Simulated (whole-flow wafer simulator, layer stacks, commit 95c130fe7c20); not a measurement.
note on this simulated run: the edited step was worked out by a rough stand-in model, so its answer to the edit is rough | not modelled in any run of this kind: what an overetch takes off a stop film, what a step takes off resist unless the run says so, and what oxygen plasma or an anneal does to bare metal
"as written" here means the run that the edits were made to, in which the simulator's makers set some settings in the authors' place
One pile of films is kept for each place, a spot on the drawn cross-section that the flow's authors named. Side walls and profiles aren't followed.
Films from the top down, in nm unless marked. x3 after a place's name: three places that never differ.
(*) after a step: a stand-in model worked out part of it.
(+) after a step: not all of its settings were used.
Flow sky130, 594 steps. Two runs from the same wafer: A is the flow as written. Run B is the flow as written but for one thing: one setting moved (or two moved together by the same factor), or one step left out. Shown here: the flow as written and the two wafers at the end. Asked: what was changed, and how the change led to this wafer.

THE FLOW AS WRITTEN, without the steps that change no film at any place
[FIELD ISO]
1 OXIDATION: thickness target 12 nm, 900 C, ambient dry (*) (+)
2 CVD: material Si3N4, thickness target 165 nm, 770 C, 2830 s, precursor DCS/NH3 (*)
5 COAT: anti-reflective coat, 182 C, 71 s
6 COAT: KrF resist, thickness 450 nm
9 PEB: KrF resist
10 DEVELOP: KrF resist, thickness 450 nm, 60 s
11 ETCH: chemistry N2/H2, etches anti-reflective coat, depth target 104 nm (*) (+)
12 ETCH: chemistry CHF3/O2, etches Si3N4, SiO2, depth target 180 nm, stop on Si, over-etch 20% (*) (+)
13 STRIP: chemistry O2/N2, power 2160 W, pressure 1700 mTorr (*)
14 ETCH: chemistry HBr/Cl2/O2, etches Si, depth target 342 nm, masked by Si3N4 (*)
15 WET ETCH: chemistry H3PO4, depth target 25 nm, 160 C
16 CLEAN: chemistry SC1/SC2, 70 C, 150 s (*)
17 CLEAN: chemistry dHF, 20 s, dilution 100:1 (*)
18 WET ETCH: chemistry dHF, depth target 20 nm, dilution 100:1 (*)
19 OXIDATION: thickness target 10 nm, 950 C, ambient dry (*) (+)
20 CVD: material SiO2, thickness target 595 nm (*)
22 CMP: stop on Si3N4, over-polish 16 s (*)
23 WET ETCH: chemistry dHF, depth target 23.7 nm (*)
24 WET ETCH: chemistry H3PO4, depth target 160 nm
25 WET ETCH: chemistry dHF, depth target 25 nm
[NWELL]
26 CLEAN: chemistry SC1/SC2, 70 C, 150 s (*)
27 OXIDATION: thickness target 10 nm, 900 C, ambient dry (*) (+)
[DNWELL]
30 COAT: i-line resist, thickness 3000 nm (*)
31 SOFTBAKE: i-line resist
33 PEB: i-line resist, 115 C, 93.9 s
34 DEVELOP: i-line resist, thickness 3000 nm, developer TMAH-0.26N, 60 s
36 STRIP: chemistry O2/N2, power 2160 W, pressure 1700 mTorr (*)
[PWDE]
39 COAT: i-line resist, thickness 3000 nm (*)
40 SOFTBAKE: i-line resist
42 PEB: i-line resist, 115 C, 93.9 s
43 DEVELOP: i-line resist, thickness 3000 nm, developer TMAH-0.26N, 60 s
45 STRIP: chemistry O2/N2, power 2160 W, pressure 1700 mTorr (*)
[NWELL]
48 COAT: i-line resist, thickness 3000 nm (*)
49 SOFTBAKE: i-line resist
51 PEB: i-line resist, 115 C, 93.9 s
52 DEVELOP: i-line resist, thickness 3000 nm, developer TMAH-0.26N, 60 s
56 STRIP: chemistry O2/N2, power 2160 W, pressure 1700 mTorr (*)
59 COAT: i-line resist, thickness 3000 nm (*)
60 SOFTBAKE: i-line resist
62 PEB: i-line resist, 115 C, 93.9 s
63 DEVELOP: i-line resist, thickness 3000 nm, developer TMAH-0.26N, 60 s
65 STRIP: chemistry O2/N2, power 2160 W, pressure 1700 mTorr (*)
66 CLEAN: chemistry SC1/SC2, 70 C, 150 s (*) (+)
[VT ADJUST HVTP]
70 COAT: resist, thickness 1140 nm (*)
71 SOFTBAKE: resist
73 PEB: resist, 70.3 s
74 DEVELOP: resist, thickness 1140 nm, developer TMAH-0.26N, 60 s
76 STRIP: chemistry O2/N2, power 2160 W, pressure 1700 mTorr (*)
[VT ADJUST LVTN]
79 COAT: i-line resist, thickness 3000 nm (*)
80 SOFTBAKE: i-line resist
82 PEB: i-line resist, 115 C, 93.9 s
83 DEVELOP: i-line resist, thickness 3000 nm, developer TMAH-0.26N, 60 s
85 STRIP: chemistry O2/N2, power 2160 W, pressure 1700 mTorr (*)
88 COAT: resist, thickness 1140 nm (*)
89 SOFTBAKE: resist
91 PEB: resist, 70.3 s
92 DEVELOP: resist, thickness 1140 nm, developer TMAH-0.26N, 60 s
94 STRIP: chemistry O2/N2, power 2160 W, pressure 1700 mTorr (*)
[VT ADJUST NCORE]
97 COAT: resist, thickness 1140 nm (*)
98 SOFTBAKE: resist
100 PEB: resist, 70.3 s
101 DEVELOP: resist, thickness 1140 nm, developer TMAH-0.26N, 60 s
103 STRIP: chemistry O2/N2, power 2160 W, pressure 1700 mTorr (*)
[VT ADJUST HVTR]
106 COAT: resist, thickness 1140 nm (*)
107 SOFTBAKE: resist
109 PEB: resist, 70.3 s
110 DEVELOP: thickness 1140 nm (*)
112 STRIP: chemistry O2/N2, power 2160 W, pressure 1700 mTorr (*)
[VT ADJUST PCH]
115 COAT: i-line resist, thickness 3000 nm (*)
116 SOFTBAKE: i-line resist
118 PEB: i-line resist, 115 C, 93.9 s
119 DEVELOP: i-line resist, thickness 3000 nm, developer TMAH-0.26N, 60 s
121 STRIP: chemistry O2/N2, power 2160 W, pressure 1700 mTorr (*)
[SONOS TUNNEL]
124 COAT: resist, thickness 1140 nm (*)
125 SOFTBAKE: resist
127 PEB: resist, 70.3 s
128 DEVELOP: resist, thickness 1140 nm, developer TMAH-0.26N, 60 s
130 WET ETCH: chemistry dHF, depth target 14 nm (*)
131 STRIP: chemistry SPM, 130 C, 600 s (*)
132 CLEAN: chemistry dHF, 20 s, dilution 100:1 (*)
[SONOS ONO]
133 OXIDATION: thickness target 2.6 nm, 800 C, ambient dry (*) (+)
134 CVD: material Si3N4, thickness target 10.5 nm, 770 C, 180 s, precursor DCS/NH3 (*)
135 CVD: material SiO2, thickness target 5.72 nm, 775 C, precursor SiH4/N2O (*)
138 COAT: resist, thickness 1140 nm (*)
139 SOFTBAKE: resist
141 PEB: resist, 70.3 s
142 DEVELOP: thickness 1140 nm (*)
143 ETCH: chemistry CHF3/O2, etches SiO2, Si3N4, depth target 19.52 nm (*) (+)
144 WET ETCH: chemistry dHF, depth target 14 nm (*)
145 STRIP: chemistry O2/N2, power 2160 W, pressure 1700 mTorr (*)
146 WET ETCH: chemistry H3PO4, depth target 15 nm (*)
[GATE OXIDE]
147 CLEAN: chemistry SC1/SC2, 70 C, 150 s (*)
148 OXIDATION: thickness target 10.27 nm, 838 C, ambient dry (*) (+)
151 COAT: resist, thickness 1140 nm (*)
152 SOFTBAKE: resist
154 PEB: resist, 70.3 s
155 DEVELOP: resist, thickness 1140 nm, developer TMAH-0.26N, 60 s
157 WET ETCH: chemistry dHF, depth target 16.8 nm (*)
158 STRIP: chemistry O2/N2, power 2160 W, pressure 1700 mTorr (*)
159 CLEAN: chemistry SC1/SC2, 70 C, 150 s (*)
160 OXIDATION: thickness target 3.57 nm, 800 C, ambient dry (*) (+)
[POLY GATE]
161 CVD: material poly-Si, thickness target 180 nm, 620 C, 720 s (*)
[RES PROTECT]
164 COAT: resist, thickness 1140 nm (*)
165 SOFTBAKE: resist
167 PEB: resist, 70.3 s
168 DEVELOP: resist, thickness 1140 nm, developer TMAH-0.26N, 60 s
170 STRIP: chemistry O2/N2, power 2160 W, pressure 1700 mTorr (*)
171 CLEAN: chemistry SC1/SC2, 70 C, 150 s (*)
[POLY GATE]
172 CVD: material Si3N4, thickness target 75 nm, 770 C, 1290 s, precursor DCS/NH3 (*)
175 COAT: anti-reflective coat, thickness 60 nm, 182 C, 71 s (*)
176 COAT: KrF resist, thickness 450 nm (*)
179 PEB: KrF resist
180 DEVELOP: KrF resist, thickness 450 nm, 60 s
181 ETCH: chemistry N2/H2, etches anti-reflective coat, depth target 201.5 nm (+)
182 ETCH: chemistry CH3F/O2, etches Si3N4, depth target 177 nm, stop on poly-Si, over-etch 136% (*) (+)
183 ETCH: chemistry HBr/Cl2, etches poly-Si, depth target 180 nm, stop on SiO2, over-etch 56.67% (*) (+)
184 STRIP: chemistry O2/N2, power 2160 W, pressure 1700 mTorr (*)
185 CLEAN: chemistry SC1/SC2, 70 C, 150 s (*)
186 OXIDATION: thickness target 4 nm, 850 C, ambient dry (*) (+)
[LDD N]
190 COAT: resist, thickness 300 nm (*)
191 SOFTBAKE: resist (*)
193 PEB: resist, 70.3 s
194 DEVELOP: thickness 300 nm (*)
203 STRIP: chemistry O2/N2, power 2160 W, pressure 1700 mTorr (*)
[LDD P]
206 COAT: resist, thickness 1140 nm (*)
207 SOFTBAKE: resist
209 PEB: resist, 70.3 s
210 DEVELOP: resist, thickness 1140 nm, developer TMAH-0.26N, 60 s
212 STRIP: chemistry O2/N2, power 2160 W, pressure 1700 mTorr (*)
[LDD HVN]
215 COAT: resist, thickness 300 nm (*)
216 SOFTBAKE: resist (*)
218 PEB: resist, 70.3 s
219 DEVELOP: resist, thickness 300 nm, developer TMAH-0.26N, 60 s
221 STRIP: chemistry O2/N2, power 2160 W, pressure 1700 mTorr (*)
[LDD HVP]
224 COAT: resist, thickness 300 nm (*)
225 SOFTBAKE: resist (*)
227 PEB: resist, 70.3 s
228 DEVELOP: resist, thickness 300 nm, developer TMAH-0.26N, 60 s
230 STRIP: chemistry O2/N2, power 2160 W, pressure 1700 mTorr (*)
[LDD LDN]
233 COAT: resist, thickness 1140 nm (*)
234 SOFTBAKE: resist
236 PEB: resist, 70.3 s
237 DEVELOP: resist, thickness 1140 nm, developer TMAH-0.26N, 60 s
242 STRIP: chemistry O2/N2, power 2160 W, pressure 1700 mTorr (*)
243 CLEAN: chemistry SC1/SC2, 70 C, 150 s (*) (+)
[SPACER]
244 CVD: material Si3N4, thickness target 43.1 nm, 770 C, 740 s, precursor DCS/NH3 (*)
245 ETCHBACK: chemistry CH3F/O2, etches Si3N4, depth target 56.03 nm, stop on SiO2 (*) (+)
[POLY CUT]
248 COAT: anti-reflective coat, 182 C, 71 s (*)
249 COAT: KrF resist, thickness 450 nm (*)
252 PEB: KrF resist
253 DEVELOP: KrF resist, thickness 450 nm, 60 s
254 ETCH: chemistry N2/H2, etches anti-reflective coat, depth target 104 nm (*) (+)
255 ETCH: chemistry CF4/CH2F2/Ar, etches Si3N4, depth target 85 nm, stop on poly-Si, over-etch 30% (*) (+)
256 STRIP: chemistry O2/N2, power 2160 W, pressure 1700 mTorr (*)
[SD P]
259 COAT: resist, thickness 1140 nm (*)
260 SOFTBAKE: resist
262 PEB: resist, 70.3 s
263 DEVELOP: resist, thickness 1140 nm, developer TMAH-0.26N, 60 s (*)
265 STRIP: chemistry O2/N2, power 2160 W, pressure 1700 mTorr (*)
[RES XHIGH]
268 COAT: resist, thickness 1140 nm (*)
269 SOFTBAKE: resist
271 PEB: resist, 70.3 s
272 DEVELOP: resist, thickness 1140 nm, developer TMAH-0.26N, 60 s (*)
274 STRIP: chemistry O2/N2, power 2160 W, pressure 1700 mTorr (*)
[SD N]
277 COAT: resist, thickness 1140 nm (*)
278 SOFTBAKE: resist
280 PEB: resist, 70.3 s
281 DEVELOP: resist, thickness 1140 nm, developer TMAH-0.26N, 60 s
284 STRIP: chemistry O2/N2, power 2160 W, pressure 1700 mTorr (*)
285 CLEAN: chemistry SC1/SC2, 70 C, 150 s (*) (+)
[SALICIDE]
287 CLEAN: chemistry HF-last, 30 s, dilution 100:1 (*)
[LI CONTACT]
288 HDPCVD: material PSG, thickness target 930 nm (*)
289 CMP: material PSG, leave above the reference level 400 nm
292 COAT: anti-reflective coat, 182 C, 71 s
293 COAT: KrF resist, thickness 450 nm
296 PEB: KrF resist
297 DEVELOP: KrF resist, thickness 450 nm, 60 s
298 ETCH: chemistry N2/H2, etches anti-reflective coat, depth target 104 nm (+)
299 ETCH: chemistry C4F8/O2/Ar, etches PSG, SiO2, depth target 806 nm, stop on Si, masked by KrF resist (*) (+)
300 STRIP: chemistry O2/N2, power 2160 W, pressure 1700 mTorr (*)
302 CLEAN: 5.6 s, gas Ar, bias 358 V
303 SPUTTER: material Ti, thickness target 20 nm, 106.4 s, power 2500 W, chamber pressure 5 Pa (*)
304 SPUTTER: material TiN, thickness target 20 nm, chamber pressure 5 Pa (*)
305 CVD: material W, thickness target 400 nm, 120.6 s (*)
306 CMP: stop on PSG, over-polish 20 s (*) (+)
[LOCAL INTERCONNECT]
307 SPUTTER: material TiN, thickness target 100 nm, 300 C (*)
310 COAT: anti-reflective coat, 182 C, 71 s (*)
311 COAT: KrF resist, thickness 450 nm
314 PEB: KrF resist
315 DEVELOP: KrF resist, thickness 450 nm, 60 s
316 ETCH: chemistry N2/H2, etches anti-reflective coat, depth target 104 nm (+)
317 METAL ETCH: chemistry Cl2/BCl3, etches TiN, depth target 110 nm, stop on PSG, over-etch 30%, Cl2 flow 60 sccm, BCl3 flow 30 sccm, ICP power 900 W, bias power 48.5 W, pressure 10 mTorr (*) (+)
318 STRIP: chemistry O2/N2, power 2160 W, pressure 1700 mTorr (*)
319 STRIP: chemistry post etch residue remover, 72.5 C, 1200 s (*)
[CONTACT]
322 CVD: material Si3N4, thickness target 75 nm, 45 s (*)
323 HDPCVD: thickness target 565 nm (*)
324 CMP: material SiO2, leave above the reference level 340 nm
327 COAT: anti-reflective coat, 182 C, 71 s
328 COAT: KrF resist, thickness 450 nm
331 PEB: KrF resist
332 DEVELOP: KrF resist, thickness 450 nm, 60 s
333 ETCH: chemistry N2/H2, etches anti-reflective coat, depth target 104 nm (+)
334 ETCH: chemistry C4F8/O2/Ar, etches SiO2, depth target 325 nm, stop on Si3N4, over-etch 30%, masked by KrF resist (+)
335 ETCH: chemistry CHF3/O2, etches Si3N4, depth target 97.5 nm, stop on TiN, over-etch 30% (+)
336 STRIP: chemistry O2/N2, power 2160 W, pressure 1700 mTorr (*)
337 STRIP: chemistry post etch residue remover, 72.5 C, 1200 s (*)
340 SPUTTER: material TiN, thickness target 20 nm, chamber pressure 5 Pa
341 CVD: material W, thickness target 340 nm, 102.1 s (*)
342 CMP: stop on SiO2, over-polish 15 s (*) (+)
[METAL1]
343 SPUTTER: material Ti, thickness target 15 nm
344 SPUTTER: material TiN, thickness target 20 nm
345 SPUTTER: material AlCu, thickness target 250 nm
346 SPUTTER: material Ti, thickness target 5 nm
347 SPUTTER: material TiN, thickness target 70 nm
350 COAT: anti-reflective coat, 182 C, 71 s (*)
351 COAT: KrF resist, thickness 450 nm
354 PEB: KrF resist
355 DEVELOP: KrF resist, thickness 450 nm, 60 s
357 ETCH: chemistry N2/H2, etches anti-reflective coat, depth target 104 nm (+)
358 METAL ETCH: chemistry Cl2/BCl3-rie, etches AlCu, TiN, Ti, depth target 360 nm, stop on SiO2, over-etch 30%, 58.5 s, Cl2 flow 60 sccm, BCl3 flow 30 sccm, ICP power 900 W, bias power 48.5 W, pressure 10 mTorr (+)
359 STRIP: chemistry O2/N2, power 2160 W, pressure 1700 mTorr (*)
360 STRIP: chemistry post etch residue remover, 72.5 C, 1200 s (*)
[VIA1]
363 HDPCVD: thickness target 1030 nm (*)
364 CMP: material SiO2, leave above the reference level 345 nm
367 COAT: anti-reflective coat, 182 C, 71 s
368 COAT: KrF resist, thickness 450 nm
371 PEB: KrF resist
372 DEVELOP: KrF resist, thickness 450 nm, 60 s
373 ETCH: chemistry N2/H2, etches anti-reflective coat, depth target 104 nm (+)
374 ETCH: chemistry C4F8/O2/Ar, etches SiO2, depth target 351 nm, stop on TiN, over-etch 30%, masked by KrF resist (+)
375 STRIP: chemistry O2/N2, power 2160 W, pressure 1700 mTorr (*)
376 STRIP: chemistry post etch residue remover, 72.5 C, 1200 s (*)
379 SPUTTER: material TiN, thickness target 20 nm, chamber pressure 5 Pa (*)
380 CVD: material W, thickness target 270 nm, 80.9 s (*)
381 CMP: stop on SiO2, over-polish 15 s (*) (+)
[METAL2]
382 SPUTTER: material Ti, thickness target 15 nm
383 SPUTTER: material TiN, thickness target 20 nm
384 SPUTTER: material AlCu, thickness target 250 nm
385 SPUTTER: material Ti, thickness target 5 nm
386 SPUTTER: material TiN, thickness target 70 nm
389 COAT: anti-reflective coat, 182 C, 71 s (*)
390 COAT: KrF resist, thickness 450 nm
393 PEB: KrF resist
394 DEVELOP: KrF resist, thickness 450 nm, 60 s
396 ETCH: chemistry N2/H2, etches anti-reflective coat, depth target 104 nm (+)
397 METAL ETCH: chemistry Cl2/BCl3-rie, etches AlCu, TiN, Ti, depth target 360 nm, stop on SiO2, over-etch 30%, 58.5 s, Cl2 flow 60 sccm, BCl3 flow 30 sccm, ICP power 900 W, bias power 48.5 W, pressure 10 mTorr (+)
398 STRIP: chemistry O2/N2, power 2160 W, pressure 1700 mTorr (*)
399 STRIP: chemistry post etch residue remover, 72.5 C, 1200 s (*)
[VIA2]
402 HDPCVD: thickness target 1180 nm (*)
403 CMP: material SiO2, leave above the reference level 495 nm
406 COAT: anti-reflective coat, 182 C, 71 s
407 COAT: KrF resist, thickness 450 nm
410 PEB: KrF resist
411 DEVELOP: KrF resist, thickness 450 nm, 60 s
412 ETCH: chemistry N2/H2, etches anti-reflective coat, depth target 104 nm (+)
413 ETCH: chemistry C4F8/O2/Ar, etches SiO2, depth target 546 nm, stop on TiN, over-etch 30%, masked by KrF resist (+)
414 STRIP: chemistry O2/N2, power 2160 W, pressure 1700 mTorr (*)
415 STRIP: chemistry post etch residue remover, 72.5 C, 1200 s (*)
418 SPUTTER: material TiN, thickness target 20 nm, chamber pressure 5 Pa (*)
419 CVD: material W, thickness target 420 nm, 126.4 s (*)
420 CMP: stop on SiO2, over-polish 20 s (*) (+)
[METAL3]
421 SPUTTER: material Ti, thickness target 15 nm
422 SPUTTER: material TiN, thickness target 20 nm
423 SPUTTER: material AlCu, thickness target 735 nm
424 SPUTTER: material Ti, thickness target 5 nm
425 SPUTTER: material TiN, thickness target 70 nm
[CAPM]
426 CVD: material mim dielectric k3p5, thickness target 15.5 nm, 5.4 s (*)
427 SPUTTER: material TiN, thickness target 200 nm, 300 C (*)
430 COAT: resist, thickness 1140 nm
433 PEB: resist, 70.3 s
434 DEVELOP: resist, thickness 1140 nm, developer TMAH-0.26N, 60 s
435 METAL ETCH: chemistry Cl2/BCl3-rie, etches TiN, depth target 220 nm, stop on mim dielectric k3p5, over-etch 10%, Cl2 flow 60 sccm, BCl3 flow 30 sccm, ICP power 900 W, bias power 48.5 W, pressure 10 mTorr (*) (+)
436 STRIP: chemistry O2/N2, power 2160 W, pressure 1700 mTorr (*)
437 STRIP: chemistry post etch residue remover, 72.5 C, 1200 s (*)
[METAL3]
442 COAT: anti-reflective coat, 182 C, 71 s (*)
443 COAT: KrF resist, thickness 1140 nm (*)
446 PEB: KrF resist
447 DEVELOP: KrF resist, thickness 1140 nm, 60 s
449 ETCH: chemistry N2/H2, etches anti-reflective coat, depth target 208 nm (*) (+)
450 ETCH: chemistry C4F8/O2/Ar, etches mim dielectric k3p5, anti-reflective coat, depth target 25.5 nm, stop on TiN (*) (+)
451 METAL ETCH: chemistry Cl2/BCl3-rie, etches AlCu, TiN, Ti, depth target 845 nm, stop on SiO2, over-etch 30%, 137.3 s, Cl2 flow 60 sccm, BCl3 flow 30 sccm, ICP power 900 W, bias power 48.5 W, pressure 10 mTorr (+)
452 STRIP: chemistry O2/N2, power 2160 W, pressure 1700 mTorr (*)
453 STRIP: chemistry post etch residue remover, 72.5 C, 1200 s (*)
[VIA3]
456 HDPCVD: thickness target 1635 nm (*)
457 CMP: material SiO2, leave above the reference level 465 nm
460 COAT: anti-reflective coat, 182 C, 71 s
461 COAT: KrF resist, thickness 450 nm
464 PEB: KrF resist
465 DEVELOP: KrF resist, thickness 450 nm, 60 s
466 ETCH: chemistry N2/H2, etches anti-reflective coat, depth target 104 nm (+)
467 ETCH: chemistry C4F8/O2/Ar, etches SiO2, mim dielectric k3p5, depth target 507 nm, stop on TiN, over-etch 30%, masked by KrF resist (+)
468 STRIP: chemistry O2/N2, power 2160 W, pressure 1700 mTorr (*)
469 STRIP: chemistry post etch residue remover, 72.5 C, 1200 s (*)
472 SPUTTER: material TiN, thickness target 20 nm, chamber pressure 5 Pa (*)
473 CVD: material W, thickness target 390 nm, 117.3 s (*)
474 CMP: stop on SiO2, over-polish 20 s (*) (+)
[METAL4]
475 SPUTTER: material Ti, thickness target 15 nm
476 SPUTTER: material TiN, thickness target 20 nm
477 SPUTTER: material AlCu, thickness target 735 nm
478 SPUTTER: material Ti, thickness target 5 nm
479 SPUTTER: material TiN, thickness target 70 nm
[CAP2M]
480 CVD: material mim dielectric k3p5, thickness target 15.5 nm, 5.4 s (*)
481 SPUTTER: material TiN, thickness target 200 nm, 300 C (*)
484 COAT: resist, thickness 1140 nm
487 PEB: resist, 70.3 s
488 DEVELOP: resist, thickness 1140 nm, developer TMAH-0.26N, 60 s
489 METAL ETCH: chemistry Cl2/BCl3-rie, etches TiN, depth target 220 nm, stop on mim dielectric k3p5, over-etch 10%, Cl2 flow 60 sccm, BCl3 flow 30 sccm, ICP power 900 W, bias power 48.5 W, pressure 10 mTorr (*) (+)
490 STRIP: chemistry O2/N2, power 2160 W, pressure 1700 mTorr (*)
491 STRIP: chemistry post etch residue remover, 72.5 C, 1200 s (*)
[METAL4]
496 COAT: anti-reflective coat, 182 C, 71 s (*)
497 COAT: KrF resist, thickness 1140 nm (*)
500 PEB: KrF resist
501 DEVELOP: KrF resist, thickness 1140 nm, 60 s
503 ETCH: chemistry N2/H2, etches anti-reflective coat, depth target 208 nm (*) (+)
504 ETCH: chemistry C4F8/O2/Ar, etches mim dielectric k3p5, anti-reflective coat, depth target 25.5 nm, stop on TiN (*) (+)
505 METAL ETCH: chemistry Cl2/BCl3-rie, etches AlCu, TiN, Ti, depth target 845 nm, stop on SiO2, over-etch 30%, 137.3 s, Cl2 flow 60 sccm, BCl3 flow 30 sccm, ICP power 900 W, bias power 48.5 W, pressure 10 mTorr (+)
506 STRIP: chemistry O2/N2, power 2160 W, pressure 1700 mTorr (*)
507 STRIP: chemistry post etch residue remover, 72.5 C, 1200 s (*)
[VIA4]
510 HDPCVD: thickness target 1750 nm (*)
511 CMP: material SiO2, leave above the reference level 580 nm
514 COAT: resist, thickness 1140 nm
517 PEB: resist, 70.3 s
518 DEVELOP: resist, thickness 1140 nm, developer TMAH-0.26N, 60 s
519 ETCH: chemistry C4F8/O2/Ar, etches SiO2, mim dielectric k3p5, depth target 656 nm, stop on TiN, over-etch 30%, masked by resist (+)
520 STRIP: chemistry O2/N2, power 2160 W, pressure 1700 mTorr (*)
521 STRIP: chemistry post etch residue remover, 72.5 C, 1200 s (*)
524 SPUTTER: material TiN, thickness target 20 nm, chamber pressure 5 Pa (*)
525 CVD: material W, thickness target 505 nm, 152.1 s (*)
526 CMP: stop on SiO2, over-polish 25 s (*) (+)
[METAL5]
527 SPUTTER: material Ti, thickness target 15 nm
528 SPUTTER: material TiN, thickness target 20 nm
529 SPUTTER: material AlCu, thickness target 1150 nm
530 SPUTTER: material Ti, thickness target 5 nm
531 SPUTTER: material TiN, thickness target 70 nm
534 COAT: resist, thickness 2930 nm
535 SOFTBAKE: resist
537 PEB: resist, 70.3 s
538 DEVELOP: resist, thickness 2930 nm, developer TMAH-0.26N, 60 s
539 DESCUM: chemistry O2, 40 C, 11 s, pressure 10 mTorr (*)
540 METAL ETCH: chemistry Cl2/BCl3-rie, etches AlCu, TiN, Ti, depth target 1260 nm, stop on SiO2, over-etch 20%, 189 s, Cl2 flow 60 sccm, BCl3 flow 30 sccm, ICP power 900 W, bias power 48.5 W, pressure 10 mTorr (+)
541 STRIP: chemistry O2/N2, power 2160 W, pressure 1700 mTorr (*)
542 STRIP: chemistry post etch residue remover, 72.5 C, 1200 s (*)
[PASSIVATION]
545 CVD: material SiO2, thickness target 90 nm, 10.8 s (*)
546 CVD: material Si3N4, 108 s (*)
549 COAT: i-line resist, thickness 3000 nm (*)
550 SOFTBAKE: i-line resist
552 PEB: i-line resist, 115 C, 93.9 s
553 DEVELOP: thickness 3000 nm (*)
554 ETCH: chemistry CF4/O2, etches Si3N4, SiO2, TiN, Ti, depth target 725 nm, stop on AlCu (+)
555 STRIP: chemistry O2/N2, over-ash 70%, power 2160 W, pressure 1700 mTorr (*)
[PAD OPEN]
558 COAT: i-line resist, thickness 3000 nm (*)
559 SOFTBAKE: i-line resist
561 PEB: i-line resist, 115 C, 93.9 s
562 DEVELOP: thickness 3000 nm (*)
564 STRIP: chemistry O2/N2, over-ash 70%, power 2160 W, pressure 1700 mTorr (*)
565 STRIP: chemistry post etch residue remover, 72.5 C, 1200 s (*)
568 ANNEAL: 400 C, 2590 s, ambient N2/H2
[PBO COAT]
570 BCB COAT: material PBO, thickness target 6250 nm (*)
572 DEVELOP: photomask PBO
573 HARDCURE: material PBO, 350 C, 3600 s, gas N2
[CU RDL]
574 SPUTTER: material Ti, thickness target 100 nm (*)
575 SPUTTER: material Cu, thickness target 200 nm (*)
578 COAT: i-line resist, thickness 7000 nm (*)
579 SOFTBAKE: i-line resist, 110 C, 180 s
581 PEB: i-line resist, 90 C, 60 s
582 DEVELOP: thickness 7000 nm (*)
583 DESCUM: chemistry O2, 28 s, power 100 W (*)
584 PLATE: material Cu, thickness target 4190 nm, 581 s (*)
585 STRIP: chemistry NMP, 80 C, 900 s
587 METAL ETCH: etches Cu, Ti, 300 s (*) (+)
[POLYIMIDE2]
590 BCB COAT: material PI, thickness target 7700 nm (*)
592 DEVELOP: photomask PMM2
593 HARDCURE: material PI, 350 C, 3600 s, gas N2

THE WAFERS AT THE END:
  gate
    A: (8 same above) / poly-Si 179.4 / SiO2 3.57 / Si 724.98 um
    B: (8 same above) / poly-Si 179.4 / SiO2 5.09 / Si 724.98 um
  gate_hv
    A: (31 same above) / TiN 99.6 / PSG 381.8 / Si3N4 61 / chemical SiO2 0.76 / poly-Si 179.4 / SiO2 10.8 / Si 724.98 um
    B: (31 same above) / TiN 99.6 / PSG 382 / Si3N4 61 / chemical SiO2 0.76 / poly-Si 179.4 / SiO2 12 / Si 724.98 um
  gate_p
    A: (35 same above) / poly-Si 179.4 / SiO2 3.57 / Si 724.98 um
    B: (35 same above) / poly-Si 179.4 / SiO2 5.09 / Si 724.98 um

The cause: step 160, OXIDATION: thickness target 5.09 nm was run, where the flow has thickness target 3.57 nm.
It can be read off the wafer: gate has SiO2 5.09, and step 160 as written asks for 3.57 nm.

How the change led to this, step by step:
  160 OXIDATION: thickness target 3.57 nm, 800 C, ambient dry (*) (+)
      active, n_well, p_well and 58 more: A SiO2 +3.57 (new film), chemical SiO2 -0.76 (all of it), Si -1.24 | B SiO2 +5.09 (new film), chemical SiO2 -0.76 (all of it), Si -1.91
      gate_hv, m1, pad and 37 more: A SiO2 +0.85, Si -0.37 | B SiO2 +2.08, Si -0.91
  299 ETCH: chemistry C4F8/O2/Ar, etches PSG, SiO2, depth target 806 nm, stop on Si, masked by KrF resist (*) (+)
      contact, ndiff_licon, ndiff_licon_cpp: A PSG -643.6 (all of it), SiO2 -1.16 (all of it) | B PSG -643.7 (all of it), SiO2 -2.43 (all of it)
  306 CMP: stop on PSG, over-polish 20 s (*) (+)
      poly_licon: A W -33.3 | B W -32.6
